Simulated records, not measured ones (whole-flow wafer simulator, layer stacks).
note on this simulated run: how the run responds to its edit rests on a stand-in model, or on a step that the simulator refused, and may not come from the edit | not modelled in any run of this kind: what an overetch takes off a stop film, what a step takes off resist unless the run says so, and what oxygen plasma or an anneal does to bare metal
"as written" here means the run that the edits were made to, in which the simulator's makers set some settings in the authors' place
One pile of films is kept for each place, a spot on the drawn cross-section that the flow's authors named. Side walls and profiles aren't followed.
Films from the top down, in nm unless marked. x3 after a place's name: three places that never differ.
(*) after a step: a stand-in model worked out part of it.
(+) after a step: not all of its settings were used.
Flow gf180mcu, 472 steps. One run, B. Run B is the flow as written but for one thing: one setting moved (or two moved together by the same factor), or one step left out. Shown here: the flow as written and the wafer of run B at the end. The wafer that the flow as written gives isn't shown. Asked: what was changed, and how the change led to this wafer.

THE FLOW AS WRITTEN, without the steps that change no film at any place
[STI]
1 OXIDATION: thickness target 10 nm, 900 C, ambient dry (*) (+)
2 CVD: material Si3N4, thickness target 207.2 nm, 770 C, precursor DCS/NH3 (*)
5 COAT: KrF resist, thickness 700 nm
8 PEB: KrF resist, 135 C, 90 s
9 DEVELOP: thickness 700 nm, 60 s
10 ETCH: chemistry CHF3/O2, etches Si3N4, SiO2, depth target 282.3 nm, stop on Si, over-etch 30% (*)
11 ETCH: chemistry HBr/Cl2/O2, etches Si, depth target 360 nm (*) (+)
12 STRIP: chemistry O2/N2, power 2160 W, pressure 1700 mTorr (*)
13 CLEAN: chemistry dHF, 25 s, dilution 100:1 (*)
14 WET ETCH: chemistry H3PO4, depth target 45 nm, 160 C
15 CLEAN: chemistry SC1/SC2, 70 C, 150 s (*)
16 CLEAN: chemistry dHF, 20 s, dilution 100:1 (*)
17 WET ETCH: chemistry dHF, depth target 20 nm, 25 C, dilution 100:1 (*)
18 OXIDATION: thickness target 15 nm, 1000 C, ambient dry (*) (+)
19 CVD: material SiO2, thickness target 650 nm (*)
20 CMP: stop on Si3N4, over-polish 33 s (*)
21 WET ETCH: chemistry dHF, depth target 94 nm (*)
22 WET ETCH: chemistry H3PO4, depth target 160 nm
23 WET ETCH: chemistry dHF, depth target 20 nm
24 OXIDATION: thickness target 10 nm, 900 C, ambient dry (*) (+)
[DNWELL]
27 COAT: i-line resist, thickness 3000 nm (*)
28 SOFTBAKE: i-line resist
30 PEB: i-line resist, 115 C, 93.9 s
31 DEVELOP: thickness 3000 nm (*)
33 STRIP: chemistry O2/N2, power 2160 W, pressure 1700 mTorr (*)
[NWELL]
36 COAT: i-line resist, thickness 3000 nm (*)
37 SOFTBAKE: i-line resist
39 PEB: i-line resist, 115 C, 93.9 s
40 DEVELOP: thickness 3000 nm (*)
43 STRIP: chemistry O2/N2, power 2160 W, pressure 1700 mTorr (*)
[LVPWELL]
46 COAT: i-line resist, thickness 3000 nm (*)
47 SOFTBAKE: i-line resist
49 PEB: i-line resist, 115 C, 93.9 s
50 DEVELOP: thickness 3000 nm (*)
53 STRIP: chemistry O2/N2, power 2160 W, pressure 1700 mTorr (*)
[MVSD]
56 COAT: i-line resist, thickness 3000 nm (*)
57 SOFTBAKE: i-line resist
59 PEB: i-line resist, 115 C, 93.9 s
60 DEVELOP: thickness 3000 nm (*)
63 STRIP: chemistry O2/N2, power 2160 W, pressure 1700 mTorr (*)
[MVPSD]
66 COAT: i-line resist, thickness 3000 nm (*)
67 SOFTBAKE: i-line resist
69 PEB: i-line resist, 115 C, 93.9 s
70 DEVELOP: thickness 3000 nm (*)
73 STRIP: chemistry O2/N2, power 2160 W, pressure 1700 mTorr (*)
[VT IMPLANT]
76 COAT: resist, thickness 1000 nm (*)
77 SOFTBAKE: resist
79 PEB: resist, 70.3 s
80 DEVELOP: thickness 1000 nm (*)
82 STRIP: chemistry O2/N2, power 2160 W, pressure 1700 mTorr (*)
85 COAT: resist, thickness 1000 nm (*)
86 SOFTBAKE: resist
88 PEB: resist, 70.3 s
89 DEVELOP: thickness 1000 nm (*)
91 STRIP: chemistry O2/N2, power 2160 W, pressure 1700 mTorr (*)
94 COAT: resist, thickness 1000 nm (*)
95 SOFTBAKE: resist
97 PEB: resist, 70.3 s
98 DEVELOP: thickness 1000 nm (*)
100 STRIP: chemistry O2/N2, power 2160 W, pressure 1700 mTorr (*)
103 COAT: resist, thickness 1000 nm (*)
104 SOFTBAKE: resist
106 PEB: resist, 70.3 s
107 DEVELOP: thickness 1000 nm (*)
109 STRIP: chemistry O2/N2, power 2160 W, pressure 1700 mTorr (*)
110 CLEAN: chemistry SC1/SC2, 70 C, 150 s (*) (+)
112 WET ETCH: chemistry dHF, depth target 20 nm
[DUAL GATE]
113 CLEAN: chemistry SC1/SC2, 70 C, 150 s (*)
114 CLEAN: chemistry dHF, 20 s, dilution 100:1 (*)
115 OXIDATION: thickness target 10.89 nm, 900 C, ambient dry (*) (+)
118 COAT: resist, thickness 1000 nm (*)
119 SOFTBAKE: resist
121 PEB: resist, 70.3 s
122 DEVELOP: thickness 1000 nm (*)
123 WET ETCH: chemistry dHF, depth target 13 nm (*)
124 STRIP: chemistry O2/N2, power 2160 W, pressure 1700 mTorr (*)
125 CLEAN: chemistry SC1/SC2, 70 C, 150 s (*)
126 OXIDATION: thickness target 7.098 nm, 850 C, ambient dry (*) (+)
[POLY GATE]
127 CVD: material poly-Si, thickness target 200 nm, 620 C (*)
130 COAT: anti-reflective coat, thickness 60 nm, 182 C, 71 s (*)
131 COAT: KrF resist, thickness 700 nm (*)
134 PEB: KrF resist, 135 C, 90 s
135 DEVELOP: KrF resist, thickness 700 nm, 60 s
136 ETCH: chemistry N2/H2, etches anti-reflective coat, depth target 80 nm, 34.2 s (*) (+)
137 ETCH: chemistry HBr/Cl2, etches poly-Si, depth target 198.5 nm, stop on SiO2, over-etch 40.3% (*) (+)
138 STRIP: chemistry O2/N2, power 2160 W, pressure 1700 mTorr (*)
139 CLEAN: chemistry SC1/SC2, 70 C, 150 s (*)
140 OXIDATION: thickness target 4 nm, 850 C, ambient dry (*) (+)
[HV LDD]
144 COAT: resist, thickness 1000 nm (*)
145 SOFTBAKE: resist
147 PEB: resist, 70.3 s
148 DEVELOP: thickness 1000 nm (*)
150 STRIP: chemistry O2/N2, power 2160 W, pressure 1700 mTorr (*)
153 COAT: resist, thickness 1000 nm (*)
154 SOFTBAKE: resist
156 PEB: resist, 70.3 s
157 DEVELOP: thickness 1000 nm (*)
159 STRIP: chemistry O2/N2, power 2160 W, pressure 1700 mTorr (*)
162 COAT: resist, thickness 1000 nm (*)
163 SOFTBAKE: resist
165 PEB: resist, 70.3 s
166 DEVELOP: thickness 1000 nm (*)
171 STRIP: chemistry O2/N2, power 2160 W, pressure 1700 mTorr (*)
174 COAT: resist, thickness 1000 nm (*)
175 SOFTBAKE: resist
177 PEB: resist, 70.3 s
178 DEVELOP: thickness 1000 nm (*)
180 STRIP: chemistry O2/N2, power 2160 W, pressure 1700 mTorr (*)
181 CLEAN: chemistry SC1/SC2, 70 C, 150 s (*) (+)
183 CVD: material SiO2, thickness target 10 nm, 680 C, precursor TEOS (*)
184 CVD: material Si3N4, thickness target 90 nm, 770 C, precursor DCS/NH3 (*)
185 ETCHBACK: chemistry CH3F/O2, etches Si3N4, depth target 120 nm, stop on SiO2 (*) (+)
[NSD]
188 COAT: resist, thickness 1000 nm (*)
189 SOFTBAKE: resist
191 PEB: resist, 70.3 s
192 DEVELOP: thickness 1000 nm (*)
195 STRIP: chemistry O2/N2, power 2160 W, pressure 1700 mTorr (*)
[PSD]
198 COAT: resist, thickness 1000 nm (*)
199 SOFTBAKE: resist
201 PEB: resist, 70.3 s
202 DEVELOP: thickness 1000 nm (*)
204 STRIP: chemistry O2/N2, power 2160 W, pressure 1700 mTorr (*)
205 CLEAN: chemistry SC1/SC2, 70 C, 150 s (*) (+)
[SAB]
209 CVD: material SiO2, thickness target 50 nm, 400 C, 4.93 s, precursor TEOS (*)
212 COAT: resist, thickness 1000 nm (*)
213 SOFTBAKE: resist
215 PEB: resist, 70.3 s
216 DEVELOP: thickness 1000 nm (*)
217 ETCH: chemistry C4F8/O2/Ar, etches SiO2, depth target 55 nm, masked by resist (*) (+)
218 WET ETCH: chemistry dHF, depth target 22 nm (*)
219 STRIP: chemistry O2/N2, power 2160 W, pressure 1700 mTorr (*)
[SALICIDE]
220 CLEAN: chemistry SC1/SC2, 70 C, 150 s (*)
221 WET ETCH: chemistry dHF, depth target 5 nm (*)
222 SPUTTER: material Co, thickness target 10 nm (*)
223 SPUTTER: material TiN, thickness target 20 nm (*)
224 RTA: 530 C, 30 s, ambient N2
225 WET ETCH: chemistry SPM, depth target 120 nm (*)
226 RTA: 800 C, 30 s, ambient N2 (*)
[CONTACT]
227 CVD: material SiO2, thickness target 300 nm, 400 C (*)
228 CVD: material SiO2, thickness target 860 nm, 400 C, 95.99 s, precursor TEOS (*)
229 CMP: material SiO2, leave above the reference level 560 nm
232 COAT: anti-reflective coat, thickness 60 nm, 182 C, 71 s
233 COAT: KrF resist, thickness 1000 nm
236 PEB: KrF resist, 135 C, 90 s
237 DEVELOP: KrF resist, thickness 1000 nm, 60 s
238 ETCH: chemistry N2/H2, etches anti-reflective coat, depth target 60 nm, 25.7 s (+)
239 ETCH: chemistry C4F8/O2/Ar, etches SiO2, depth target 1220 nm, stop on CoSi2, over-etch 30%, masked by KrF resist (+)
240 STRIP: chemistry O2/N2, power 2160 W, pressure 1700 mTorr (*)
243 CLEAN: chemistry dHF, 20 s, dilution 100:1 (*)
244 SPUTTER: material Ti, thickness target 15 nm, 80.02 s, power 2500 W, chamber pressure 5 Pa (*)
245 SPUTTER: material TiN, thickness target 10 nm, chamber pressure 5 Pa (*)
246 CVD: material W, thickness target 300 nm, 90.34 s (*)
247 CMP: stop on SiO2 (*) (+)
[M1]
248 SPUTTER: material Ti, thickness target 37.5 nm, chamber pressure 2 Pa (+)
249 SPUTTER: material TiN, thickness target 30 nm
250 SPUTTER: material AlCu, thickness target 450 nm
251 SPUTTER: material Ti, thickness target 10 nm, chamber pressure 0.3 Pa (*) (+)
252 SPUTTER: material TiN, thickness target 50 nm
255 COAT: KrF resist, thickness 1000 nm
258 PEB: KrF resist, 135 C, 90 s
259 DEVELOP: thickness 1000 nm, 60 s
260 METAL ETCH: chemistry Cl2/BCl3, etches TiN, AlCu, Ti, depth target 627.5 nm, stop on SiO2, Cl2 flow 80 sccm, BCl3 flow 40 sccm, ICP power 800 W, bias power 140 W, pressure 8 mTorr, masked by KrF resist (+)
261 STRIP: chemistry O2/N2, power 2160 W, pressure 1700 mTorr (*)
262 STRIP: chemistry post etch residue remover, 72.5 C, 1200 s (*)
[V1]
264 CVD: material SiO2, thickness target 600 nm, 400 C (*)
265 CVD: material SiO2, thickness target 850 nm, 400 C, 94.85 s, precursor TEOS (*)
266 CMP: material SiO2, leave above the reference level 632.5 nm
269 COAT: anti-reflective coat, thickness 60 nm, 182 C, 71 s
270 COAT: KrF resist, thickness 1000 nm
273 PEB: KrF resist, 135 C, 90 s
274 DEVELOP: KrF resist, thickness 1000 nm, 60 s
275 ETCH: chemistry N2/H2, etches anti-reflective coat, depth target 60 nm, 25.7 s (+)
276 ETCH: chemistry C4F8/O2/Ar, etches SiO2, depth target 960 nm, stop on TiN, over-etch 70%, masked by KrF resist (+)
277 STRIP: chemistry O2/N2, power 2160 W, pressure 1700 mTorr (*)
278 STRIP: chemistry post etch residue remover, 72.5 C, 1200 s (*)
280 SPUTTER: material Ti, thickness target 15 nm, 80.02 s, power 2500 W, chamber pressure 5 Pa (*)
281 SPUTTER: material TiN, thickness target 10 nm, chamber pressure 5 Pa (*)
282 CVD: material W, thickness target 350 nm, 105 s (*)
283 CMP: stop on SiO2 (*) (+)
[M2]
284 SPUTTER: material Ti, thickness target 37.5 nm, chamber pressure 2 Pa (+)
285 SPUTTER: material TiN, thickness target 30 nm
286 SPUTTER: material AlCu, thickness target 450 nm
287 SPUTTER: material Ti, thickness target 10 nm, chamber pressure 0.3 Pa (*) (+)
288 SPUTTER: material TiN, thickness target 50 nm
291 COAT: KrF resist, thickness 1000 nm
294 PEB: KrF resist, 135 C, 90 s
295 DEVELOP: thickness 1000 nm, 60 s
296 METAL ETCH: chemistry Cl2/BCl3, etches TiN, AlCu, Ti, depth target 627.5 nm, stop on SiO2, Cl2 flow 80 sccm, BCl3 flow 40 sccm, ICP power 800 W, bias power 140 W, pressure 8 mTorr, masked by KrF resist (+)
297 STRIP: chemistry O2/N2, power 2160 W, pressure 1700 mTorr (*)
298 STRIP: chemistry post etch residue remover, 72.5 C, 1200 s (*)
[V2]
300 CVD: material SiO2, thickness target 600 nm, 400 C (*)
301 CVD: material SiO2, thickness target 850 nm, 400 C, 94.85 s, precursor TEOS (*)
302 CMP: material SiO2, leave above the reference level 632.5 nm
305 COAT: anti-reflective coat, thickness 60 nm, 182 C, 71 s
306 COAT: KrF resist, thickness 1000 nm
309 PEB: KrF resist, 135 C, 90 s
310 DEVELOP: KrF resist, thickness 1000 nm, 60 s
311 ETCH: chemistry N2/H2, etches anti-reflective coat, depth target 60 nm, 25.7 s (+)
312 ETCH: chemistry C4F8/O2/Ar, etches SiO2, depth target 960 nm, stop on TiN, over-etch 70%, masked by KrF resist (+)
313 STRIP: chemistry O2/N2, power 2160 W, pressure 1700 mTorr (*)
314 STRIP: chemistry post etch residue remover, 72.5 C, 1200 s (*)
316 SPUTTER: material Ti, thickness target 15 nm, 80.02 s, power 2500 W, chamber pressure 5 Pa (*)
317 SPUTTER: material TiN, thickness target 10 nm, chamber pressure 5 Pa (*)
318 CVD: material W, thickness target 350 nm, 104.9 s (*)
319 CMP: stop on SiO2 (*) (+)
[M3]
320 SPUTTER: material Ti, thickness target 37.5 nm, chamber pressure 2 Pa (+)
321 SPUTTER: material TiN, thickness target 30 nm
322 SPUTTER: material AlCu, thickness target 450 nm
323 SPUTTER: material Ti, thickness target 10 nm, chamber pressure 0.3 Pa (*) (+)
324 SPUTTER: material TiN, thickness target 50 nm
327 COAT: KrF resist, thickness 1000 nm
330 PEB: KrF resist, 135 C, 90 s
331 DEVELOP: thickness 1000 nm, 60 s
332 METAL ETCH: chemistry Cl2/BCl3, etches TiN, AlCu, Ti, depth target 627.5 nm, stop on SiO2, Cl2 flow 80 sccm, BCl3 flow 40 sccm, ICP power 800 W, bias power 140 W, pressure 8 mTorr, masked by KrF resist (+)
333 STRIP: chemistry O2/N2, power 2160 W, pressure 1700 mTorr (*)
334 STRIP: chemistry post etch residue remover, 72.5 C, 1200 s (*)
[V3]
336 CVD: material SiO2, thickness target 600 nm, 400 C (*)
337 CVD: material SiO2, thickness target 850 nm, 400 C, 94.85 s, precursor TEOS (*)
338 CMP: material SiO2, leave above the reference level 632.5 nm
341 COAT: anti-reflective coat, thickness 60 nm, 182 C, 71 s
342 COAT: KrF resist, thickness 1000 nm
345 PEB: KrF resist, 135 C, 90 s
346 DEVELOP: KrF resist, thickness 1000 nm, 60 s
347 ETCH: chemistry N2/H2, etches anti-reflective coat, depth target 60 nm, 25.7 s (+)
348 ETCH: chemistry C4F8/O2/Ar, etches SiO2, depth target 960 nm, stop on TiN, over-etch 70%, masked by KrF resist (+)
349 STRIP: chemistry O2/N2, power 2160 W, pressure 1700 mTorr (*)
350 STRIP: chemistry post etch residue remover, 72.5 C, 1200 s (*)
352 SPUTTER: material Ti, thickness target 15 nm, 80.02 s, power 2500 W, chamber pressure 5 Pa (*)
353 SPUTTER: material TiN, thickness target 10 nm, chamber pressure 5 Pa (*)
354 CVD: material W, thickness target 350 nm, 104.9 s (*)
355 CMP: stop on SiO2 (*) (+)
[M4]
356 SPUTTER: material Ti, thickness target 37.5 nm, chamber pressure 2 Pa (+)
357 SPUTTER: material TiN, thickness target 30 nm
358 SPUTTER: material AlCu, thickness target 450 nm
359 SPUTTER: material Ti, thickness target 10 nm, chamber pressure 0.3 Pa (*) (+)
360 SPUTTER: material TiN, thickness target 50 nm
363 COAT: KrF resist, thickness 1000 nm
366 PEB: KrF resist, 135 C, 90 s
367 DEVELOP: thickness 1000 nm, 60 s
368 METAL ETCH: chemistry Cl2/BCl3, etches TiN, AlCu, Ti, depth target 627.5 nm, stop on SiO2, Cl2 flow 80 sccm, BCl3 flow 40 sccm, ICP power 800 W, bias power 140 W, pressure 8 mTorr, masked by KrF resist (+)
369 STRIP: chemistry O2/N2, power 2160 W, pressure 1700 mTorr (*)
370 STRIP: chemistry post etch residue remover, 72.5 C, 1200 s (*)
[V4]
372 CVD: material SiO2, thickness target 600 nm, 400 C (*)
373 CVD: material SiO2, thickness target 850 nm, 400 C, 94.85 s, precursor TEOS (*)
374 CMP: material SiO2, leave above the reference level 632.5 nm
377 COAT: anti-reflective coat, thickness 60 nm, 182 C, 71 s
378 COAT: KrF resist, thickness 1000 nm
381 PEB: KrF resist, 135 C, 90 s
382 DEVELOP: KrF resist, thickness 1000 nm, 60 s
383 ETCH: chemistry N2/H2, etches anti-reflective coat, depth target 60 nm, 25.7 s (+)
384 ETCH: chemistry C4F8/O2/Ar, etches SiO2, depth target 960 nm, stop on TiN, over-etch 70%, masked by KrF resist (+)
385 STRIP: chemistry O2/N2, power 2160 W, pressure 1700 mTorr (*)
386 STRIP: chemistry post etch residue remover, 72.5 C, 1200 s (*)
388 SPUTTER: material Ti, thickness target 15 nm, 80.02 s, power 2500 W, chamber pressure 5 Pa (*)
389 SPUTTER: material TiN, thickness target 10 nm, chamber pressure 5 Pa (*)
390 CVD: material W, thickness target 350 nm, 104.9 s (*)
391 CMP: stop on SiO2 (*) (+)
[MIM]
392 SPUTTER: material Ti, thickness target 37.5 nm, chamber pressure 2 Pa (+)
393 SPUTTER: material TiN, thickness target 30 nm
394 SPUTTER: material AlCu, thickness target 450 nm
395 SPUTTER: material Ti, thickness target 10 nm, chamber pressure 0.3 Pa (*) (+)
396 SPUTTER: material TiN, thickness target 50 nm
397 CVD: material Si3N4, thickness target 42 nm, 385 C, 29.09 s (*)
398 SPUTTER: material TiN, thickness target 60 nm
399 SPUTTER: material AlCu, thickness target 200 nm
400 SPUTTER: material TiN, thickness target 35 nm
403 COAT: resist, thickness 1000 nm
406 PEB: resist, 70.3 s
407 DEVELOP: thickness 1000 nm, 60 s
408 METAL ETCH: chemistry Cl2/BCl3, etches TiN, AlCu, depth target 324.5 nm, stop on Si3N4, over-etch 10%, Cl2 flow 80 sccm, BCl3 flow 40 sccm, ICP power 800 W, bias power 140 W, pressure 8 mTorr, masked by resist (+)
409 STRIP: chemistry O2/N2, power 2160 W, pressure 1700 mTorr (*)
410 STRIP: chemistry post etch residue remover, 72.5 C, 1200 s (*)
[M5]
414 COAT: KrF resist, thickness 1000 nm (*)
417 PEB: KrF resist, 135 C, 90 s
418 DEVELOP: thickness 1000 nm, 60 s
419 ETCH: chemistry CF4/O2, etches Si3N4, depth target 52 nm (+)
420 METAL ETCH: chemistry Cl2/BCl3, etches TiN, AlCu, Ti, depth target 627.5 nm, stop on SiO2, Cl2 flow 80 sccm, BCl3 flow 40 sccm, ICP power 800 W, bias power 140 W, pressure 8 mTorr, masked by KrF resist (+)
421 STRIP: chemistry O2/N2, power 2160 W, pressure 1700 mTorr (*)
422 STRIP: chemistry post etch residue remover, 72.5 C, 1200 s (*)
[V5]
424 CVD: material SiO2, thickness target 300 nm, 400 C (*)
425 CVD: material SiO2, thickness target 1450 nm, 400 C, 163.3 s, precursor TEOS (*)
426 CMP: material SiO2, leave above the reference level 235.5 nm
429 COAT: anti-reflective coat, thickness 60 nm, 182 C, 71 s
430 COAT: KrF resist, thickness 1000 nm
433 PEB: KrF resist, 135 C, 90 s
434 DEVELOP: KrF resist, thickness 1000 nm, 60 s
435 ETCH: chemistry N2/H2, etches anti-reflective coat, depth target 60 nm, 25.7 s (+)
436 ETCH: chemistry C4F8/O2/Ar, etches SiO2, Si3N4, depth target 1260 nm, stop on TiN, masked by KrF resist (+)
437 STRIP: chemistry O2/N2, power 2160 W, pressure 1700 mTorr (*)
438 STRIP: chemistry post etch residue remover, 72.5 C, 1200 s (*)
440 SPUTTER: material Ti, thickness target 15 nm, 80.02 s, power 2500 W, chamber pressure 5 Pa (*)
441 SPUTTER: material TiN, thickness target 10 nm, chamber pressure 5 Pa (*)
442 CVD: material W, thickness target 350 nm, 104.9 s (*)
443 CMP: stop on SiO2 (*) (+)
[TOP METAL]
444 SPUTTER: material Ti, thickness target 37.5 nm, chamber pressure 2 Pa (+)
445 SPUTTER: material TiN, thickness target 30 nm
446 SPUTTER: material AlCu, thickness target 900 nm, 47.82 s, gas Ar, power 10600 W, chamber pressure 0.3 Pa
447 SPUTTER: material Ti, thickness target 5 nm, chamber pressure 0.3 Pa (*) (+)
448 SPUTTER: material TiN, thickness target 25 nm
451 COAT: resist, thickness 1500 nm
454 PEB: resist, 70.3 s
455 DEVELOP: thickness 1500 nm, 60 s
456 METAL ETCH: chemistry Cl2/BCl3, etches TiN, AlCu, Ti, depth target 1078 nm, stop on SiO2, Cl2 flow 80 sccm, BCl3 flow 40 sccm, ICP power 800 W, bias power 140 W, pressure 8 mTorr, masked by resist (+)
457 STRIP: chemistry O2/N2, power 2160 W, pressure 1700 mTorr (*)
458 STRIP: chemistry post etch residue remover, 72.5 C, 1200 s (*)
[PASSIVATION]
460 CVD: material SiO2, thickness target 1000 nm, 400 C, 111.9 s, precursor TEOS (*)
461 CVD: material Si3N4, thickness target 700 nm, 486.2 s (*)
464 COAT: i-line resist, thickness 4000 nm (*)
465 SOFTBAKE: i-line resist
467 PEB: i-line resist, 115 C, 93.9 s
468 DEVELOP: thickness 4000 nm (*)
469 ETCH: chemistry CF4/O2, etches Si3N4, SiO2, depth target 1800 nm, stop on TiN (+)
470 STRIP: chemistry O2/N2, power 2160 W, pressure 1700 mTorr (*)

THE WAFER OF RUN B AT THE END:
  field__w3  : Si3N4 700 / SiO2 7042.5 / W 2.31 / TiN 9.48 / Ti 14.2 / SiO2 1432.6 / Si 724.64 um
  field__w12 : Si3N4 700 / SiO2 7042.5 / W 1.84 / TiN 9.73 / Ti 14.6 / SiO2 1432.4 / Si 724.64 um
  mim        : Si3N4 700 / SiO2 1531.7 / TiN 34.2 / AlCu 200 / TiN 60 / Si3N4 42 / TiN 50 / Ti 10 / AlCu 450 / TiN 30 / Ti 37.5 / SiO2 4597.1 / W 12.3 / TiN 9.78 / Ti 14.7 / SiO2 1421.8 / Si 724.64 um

The cause: step 229, CMP: leave above the reference level 834 nm was run, where the flow has leave above the reference level 560 nm.

How the change led to this, step by step:
  229 CMP: material SiO2, leave above the reference level 560 nm
      field_sub, field_sub__w2: nothing (as written it would be: SiO2 -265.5)
      field__w2: nothing (as written it would be: SiO2 -250)
      (and at 108 more places)
  232 COAT: anti-reflective coat, thickness 60 nm, 182 C, 71 s
      field_sub__w1, field_sub__w3: anti-reflective coat +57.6 (new film) (as written it would be: anti-reflective coat +60 (new film))
      field_sub__w4, field_sub__w5: anti-reflective coat +57.9 (new film) (as written it would be: anti-reflective coat +60 (new film))
      (and at 25 more places)
  239 ETCH: chemistry C4F8/O2/Ar, etches SiO2, depth target 1220 nm, stop on CoSi2, over-etch 30%, masked by KrF resist (+)
      field, field__w1, field__w2 and 105 more: KrF resist -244 (as written it would be: KrF resist -223.5)
      polyc_n, polyc_p: SiO2 -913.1 (all of it) (as written it would be: SiO2 -639.1 (all of it))
      (and at 1 more place)
  240 STRIP: chemistry O2/N2, power 2160 W, pressure 1700 mTorr (*)
      field__w8, m1__w1, iso_ptap_pw and 37 more: KrF resist -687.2 (all of it), anti-reflective coat -60 (all of it) (as written it would be: KrF resist -707.7 (all of it), anti-reflective coat -60 (all of it))
      p_well, sti, spacer, sd_n, mim_1p0, pad, dice_street: KrF resist -687.2 (all of it), anti-reflective coat -59.6 (all of it) (as written it would be: KrF resist -707.7 (all of it), anti-reflective coat -60 (all of it))
      (and at 61 more places)
  244 SPUTTER: material Ti, thickness target 15 nm, 80.02 s, power 2500 W, chamber pressure 5 Pa (*)
      field__w2: Ti +14.1 (new film) (as written it would be: Ti +15 (new film))
      field__w3: Ti +14.2 (new film) (as written it would be: Ti +15 (new film))
      (and at 1 more place)
  245 SPUTTER: material TiN, thickness target 10 nm, chamber pressure 5 Pa (*)
      field__w2: TiN +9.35 (new film) (as written it would be: TiN +10 (new film))
      field__w3: TiN +9.48 (new film) (as written it would be: TiN +10 (new film))
      (and at 1 more place)
  246 CVD: material W, thickness target 300 nm, 90.34 s (*)
      polyc_n, polyc_p: W +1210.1 (new film) (as written it would be: W +936.1 (new film))
      contact: W +1443.5 (new film) (as written it would be: W +1167.5 (new film))
  247 CMP: stop on SiO2 (*) (+)
      field__w3, field__w12: W -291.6 (as written it would be: W -300 (all of it), TiN -10 (all of it), Ti -15 (all of it), SiO2 -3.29)
      field_sub, field_sub__w2: W -300 (all of it), TiN -10 (all of it), Ti -10 (as written it would be: W -300 (all of it), TiN -10 (all of it), Ti -15 (all of it), SiO2 -3.29)
      (and at 6 more places)
  248 SPUTTER: material Ti, thickness target 37.5 nm, chamber pressure 2 Pa (+)
      field_sub, field_sub__w2, ld_sd_n, nw_enc_fld_lv: Ti +37.5 (as written it would be: Ti +37.5 (new film))
  260 METAL ETCH: chemistry Cl2/BCl3, etches TiN, AlCu, Ti, depth target 627.5 nm, stop on SiO2, Cl2 flow 80 sccm, BCl3 flow 40 sccm, ICP power 800 W, bias power 140 W, pressure 8 mTorr, masked by KrF resist (+)
      field__w3, field__w12, mim: TiN -50 (all of it), Ti -10 (all of it), AlCu -450 (all of it), TiN -30 (all of it), Ti -37.5 (all of it), W -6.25 (as written it would be: TiN -50 (all of it), Ti -10 (all of it), AlCu -450 (all of it), TiN -30 (all of it), Ti -37.5 (all of it))
      field__w2: TiN -50 (all of it), Ti -10 (all of it), AlCu -450 (all of it), TiN -30 (all of it), Ti -37.5 (all of it), TiN -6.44 (all of it), Ti -14.1 (all of it) (as written it would be: TiN -50 (all of it), Ti -10 (all of it), AlCu -450 (all of it), TiN -30 (all of it), Ti -37.5 (all of it))
      (and at 4 more places)
  262 STRIP: chemistry post etch residue remover, 72.5 C, 1200 s (*)
      field__w3, field__w12, mim: W -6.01 (as written it would be: nothing)
  264 CVD: material SiO2, thickness target 600 nm, 400 C (*)
      field__w3, field__w12, mim: SiO2 +600 (new film) (as written it would be: SiO2 +600)
  266 CMP: material SiO2, leave above the reference level 632.5 nm
      field__w2, field__w3, field__w12: SiO2 -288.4 (as written it would be: SiO2 -300)
      mim: SiO2 -287.7 (as written it would be: SiO2 -300)
      (and at 2 more places)
Counting metal films that touch as one body, field__w3 has 1 body; the flow as written gives 0 bodies.
Counting metal films that touch as one body, field__w12 has 1 body; the flow as written gives 0 bodies.
Counting metal films that touch as one body, mim has 3 bodies (between them, from the top down: Si3N4 42; SiO2 4597.1); the flow as written gives 2 bodies (between them, from the top down: Si3N4 42).
